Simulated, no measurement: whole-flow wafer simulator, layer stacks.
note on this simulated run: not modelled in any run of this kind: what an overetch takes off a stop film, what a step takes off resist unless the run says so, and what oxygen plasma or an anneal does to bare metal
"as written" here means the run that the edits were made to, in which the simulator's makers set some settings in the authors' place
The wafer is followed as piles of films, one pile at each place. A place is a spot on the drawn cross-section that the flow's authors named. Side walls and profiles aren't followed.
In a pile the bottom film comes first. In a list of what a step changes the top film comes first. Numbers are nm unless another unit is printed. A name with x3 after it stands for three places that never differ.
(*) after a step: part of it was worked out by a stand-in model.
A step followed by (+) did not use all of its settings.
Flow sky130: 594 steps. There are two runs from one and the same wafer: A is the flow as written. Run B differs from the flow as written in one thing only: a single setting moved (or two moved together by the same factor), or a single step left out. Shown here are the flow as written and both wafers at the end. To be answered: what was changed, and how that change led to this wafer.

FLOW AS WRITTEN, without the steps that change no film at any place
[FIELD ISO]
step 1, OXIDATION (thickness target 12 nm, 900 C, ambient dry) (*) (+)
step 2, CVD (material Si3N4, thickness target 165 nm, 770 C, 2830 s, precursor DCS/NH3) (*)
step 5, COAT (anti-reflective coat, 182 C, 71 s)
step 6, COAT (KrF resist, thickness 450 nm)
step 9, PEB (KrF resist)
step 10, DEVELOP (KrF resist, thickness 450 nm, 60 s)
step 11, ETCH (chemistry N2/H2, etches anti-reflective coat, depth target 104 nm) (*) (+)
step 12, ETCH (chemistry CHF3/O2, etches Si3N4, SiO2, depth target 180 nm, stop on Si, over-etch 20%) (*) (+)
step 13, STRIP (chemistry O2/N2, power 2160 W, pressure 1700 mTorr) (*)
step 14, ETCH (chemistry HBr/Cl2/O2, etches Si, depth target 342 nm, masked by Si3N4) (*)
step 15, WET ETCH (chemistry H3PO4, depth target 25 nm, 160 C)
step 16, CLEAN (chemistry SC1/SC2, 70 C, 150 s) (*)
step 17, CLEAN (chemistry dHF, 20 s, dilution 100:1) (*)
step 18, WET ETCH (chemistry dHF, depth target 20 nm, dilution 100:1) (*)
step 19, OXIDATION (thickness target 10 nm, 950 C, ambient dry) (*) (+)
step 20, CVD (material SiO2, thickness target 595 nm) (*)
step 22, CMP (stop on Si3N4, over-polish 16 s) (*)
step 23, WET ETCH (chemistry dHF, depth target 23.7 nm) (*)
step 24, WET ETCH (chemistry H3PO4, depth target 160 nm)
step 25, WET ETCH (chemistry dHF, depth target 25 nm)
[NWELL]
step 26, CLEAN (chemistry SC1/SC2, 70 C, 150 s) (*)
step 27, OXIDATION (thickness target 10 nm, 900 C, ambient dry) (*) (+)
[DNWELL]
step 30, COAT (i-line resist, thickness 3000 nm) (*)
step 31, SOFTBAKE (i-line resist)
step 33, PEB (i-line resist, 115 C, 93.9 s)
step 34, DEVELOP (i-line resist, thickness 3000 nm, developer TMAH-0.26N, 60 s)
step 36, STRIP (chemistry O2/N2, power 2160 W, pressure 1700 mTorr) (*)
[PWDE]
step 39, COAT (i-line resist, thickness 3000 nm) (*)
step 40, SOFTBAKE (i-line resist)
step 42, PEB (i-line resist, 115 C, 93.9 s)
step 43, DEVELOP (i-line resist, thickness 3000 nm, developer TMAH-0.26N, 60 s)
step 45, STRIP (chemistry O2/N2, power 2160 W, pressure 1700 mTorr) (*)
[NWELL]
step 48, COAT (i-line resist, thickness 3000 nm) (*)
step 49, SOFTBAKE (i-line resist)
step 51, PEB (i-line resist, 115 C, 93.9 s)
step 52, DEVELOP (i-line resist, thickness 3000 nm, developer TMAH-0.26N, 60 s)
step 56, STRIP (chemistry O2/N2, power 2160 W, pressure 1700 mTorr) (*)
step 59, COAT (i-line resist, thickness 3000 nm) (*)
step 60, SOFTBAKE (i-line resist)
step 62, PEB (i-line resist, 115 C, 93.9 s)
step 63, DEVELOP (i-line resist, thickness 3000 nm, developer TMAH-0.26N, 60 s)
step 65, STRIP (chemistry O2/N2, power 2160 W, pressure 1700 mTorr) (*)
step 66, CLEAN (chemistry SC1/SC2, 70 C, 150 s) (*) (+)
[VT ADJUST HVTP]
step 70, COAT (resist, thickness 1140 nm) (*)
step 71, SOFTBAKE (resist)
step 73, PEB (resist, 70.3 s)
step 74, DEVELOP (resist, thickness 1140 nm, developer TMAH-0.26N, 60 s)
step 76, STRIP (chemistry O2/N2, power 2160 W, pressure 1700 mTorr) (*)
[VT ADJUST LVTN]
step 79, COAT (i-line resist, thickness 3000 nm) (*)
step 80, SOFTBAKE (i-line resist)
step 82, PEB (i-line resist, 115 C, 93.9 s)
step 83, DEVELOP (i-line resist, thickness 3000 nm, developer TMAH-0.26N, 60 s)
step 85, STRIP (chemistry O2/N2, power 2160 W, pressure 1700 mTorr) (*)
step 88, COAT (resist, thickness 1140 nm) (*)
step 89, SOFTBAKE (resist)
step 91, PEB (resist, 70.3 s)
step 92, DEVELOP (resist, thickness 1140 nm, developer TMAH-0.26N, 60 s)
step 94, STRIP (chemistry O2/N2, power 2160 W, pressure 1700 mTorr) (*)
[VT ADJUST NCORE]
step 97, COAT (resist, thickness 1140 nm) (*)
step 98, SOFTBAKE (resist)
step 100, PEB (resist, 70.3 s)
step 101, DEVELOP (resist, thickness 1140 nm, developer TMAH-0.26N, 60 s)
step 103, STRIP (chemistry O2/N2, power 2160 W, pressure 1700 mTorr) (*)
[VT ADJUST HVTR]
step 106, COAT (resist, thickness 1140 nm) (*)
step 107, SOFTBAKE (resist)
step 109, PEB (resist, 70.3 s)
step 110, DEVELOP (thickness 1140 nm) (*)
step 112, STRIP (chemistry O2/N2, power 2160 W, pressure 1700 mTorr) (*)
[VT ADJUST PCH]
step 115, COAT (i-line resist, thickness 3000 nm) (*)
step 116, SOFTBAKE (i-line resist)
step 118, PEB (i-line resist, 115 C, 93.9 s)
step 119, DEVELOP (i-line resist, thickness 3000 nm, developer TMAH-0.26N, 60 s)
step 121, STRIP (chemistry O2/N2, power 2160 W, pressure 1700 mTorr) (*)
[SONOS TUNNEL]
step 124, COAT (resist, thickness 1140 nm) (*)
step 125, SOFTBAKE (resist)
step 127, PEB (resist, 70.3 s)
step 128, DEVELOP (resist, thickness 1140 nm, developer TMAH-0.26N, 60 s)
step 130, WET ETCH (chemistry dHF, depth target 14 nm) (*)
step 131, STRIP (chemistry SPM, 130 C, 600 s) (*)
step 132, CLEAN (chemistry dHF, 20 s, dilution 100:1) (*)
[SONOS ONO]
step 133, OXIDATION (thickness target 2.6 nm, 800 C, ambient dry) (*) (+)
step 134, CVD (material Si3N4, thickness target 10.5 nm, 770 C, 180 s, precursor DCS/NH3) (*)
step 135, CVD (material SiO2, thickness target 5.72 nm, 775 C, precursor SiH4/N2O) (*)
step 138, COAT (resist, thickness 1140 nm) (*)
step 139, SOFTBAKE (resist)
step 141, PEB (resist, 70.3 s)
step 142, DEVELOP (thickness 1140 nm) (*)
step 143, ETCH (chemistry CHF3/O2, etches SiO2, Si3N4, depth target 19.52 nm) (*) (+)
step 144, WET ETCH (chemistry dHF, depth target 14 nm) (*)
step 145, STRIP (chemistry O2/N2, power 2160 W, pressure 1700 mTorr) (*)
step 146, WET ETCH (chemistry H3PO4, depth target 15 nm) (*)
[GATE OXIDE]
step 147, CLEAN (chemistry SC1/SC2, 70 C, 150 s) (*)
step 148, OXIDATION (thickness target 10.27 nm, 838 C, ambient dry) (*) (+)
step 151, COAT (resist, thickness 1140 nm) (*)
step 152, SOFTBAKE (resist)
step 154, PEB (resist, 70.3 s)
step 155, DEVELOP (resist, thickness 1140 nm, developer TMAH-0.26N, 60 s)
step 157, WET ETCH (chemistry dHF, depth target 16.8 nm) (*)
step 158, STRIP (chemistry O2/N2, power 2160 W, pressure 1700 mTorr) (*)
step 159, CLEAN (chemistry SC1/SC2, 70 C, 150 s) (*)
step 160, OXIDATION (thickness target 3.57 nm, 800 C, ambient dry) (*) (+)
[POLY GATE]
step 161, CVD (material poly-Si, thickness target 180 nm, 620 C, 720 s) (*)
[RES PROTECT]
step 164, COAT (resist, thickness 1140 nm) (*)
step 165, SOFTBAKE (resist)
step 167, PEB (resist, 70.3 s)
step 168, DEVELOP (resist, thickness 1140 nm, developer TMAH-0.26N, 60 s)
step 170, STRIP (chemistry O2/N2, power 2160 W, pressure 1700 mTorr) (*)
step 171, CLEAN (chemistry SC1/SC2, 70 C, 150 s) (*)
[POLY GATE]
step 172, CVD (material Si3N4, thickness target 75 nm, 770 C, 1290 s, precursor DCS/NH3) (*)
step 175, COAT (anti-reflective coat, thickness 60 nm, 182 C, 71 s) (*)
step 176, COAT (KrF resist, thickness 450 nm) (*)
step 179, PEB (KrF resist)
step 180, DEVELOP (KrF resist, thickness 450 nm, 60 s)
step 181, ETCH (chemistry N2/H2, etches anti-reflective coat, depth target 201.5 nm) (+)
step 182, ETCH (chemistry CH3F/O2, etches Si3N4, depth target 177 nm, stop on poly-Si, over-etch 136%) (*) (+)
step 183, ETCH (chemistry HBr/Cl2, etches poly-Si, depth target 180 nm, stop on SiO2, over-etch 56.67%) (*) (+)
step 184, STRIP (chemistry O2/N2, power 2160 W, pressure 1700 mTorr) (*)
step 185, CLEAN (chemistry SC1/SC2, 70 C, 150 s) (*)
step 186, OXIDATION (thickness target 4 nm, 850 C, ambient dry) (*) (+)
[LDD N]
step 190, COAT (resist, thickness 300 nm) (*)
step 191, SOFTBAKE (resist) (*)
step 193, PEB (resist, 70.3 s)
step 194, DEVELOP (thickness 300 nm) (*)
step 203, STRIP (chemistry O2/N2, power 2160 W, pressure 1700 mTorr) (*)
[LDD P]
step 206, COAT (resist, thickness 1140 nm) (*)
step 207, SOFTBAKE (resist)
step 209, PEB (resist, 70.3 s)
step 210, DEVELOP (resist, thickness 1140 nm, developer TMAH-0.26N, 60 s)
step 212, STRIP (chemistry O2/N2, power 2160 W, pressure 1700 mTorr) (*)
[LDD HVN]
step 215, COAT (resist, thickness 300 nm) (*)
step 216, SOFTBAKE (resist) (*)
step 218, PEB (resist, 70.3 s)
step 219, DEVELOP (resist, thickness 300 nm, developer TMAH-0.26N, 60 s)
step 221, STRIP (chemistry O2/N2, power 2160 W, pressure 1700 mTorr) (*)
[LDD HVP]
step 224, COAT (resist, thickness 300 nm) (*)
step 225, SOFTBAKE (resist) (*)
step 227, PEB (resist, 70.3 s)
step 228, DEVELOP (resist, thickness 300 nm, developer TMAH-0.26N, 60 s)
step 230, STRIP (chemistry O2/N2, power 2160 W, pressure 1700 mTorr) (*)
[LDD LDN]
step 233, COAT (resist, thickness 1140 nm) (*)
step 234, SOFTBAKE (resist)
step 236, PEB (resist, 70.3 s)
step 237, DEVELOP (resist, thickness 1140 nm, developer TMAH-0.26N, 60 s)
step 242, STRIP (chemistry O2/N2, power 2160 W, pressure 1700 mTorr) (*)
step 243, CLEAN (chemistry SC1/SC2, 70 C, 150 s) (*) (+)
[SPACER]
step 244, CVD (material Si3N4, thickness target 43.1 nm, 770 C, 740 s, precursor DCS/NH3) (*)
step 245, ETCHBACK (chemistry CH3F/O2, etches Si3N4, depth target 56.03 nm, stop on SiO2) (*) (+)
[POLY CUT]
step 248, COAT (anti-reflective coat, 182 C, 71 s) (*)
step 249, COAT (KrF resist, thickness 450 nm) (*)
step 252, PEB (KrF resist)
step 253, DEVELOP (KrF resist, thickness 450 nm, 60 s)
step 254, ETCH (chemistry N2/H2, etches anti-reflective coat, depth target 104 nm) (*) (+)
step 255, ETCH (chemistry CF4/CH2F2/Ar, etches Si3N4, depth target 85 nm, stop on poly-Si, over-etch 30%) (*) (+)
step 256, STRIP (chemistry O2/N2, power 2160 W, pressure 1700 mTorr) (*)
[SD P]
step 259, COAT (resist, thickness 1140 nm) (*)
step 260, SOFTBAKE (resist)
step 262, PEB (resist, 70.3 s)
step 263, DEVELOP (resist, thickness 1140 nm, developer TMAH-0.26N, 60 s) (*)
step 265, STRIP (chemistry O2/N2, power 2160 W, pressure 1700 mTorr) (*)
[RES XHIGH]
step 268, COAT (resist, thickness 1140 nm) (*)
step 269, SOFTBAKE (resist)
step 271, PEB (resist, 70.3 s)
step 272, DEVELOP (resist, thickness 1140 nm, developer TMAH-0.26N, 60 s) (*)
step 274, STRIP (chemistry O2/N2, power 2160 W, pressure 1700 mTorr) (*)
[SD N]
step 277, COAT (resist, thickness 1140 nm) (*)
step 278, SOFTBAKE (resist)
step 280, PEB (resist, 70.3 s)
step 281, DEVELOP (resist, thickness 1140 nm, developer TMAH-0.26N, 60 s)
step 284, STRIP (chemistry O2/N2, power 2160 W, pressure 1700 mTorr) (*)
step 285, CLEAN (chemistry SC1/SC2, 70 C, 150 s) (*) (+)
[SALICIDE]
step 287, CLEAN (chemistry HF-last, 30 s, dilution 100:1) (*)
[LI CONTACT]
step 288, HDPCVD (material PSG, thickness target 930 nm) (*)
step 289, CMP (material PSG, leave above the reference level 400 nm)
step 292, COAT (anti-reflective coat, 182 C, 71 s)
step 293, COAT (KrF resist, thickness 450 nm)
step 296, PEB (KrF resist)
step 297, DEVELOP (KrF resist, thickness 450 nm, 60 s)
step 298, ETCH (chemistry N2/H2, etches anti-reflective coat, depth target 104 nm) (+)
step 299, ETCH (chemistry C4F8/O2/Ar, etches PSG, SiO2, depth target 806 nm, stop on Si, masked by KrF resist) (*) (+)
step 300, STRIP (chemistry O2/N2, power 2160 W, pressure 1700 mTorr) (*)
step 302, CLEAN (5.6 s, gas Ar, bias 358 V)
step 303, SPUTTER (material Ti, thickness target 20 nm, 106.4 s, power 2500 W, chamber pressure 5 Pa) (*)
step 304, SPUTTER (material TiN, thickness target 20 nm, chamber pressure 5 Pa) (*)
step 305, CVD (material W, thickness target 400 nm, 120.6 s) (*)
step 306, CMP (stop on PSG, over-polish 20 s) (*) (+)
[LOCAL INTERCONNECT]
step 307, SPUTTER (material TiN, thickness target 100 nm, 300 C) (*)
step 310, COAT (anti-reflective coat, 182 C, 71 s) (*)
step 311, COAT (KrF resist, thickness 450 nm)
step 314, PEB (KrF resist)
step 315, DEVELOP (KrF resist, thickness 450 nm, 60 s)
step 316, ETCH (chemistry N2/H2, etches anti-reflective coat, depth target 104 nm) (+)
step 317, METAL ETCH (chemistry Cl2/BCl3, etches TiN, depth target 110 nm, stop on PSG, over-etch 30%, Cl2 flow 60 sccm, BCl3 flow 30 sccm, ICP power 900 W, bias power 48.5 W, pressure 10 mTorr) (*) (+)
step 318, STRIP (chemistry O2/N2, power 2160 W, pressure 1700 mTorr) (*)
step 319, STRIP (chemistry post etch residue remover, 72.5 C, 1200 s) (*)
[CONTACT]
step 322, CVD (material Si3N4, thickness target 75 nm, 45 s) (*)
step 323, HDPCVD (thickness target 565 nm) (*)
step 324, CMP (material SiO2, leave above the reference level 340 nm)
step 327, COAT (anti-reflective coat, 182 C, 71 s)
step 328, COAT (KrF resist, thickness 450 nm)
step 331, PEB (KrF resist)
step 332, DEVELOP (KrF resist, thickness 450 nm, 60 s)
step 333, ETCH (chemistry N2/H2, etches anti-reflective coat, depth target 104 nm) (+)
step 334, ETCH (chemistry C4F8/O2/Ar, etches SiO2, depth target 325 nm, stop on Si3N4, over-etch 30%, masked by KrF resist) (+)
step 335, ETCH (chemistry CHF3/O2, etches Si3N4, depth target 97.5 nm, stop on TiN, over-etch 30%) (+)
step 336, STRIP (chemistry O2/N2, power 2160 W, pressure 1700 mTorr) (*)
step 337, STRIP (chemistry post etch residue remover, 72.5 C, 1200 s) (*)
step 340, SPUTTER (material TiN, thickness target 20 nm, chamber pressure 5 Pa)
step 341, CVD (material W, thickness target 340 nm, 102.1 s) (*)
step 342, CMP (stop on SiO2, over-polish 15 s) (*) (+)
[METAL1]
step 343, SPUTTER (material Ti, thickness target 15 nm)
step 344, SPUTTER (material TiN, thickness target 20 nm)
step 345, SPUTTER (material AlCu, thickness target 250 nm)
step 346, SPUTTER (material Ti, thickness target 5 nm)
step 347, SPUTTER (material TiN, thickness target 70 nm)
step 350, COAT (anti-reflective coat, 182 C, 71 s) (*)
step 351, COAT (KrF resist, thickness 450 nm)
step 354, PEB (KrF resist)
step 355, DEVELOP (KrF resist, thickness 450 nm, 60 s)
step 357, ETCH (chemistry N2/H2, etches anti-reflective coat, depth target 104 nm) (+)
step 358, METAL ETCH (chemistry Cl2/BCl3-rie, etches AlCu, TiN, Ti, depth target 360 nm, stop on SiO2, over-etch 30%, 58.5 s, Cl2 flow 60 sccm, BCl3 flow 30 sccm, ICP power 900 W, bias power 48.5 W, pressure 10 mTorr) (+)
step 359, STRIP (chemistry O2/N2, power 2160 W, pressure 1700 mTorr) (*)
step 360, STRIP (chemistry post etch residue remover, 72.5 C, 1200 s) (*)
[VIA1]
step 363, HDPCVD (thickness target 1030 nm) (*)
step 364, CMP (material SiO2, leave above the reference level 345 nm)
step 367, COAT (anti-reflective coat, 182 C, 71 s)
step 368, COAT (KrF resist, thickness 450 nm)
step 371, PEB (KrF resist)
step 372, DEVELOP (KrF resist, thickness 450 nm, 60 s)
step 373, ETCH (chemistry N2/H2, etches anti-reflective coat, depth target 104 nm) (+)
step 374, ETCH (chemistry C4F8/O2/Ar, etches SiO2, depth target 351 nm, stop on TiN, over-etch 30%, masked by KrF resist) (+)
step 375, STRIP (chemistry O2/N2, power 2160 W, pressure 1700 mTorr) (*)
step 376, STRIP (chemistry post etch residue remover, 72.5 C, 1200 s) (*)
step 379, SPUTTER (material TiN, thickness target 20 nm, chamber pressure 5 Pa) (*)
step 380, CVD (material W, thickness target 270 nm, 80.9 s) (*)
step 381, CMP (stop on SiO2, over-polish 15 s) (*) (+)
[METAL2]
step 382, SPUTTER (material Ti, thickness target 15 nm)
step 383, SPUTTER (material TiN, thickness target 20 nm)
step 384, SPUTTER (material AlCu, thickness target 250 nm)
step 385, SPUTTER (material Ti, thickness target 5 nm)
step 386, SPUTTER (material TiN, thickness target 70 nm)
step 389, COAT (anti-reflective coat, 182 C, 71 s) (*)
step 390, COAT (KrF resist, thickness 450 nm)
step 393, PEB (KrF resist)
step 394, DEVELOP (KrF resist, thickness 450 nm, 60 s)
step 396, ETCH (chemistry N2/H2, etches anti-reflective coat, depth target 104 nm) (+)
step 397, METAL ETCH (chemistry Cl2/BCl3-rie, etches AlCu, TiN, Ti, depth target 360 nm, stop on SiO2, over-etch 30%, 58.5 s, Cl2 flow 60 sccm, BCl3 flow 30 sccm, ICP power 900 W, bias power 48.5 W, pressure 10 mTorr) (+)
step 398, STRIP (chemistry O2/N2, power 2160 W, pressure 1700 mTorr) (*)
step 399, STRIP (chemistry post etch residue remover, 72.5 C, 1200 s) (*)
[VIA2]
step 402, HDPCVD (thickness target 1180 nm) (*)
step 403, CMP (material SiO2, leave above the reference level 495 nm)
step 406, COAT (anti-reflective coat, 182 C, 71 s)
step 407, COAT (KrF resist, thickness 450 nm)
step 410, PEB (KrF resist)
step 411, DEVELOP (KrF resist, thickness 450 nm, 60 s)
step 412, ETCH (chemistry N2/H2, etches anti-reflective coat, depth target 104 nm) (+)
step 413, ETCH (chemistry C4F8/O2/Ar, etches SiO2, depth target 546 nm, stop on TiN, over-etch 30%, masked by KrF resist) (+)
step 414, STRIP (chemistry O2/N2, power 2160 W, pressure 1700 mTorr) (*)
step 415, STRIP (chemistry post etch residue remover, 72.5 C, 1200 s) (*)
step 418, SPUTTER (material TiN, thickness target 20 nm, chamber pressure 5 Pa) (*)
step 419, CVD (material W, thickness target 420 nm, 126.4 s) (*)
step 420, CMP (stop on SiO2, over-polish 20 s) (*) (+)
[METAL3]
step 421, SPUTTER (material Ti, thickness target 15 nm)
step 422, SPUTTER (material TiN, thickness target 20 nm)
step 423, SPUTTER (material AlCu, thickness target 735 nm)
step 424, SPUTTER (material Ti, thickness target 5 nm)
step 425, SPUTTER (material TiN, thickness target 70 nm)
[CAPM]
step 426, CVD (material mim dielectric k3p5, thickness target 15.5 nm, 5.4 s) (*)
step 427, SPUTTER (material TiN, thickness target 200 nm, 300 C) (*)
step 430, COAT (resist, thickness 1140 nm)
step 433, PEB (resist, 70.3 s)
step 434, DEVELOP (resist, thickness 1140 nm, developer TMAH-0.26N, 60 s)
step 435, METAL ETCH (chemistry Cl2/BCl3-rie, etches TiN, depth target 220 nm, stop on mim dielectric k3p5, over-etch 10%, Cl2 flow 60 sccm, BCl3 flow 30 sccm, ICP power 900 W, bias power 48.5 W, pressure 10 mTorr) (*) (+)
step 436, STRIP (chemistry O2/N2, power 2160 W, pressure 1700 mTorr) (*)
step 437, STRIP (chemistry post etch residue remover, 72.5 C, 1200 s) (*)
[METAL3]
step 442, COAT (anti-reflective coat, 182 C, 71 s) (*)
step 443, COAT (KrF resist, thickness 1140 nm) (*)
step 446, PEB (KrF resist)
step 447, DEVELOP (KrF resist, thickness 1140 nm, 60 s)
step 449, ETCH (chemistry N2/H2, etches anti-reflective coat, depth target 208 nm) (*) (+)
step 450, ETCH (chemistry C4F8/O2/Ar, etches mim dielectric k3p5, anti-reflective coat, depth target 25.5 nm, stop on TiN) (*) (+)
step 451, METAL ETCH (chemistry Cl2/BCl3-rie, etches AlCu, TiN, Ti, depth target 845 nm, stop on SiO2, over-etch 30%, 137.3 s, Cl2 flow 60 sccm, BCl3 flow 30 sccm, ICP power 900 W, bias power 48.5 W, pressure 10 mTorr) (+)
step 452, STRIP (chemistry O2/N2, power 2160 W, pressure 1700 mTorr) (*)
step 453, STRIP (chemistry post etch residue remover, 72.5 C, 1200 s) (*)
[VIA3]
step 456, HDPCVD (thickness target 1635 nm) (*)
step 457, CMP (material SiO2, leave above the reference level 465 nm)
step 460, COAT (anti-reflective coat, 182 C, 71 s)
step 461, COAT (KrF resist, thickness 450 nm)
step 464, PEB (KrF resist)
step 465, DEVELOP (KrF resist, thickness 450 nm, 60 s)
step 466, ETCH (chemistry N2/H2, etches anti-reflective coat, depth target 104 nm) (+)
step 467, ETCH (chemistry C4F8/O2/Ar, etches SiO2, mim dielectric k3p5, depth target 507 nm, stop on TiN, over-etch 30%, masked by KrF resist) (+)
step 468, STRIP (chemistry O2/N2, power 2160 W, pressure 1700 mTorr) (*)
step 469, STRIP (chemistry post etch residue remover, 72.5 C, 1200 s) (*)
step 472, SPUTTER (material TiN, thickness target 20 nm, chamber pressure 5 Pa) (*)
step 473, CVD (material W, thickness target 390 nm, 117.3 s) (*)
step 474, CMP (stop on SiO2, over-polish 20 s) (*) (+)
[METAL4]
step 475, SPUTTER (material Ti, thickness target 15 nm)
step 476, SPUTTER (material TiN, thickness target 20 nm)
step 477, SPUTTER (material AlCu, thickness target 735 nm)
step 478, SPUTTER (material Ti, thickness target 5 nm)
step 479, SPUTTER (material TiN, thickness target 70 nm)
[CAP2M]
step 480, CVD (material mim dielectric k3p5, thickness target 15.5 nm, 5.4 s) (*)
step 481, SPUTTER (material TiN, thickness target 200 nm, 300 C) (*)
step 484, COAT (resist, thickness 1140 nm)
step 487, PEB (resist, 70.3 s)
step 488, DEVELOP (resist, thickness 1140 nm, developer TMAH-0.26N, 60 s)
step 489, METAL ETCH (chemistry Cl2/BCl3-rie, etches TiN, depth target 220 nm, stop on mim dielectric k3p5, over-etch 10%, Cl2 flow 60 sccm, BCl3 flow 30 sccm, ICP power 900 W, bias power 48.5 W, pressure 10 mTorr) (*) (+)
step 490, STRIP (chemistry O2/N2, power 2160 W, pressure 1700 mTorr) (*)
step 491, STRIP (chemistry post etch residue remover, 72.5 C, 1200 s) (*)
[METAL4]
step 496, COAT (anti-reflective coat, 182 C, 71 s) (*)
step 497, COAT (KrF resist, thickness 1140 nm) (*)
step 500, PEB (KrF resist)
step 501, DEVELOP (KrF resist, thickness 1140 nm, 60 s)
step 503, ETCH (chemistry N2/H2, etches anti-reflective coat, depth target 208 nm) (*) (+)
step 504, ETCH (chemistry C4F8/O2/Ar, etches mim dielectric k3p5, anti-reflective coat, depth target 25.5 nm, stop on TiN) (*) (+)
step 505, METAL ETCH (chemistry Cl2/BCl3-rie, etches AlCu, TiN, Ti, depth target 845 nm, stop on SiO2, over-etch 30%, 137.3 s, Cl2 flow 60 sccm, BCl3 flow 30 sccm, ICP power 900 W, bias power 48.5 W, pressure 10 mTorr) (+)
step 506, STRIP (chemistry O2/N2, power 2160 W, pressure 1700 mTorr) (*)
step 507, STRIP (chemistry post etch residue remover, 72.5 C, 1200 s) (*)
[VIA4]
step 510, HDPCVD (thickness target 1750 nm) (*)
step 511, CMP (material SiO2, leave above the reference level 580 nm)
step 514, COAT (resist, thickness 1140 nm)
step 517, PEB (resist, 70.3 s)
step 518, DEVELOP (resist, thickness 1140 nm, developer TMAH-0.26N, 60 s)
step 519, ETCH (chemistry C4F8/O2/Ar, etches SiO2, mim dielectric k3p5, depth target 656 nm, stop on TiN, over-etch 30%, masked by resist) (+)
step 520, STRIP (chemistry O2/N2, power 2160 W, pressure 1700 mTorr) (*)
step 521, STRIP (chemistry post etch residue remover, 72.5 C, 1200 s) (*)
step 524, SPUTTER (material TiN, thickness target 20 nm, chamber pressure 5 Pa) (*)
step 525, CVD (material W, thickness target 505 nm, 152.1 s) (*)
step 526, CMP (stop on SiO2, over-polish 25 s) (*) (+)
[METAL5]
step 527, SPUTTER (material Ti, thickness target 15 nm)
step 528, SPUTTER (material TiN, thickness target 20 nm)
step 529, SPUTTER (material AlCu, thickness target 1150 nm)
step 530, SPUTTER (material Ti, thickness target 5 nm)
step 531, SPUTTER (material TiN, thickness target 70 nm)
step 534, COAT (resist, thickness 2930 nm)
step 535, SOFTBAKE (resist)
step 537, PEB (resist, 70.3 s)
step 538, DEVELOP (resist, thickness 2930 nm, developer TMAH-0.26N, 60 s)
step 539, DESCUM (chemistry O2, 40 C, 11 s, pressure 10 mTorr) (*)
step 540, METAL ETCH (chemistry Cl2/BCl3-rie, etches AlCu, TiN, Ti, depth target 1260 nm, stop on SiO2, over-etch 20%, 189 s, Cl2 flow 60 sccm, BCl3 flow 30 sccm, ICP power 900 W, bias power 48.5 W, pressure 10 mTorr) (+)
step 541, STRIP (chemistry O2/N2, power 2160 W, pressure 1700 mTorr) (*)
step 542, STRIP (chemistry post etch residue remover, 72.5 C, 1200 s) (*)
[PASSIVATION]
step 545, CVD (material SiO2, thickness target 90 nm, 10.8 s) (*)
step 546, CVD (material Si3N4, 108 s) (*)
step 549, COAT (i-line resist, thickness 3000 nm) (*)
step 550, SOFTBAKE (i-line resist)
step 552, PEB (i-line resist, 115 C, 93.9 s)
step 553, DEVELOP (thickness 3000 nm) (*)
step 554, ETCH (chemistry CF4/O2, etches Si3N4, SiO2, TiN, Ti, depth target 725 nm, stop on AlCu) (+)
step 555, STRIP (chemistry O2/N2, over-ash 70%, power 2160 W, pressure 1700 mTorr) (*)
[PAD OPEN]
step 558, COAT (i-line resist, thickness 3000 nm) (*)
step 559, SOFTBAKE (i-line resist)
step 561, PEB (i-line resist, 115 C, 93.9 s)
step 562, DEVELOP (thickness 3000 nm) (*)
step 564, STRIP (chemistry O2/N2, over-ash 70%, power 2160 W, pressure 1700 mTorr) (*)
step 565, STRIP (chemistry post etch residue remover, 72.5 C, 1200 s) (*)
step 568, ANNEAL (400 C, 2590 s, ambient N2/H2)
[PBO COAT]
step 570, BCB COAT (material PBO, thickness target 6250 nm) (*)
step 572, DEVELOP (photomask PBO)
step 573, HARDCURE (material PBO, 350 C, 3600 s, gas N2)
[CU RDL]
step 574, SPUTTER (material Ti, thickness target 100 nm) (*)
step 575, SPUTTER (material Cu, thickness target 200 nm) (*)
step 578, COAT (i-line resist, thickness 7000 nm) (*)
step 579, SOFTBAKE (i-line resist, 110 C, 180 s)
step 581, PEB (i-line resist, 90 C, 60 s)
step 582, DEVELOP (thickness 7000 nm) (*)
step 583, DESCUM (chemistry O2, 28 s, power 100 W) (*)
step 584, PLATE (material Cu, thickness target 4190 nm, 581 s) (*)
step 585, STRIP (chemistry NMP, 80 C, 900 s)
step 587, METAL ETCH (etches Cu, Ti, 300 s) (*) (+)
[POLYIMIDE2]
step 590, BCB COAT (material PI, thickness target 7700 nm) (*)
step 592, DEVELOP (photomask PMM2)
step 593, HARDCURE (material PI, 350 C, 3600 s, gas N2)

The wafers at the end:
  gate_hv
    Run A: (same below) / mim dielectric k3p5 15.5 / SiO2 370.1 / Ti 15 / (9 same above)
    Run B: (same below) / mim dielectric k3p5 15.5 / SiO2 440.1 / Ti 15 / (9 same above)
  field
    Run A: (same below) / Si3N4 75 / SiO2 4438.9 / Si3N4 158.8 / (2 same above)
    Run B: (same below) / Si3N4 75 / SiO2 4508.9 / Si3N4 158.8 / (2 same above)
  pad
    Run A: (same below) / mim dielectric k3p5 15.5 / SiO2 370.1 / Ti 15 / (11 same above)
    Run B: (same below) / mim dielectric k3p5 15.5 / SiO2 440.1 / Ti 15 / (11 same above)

What caused this: step 457, CMP: leave above the reference level 535 nm was run, though the flow has leave above the reference level 465 nm.

How this came from the change, step by step:
  step 457, CMP (material SiO2, leave above the reference level 465 nm)
      n_well, p_well, gate_hv and 99 more: A SiO2 loses 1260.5 | B SiO2 loses 1190.5
      field, active, gate and 82 more: A SiO2 loses 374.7 | B SiO2 loses 304.7
      (and at 5 other places as well)
  step 467, ETCH (chemistry C4F8/O2/Ar, etches SiO2, mim dielectric k3p5, depth target 507 nm, stop on TiN, over-etch 30%, masked by KrF resist) (+)
      m1: A SiO2 loses 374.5 (all of it), mim dielectric k3p5 loses 15.5 (all of it) | B SiO2 loses 444.5 (all of it), mim dielectric k3p5 loses 15.5 (all of it)
      via3_hole: A SiO2 loses 373.9 (all of it), mim dielectric k3p5 loses 15.5 (all of it) | B SiO2 loses 443.9 (all of it), mim dielectric k3p5 loses 15.5 (all of it)
  step 472, SPUTTER (material TiN, thickness target 20 nm, chamber pressure 5 Pa) (*)
      m1, via3_hole: A TiN gains 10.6 | B TiN gains 9.66
  step 473, CVD (material W, thickness target 390 nm, 117.3 s) (*)
      m1: A W gains 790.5 (new film) | B W gains 861.4 (new film)
      via3_hole: A W gains 789.9 (new film) | B W gains 860.8 (new film)
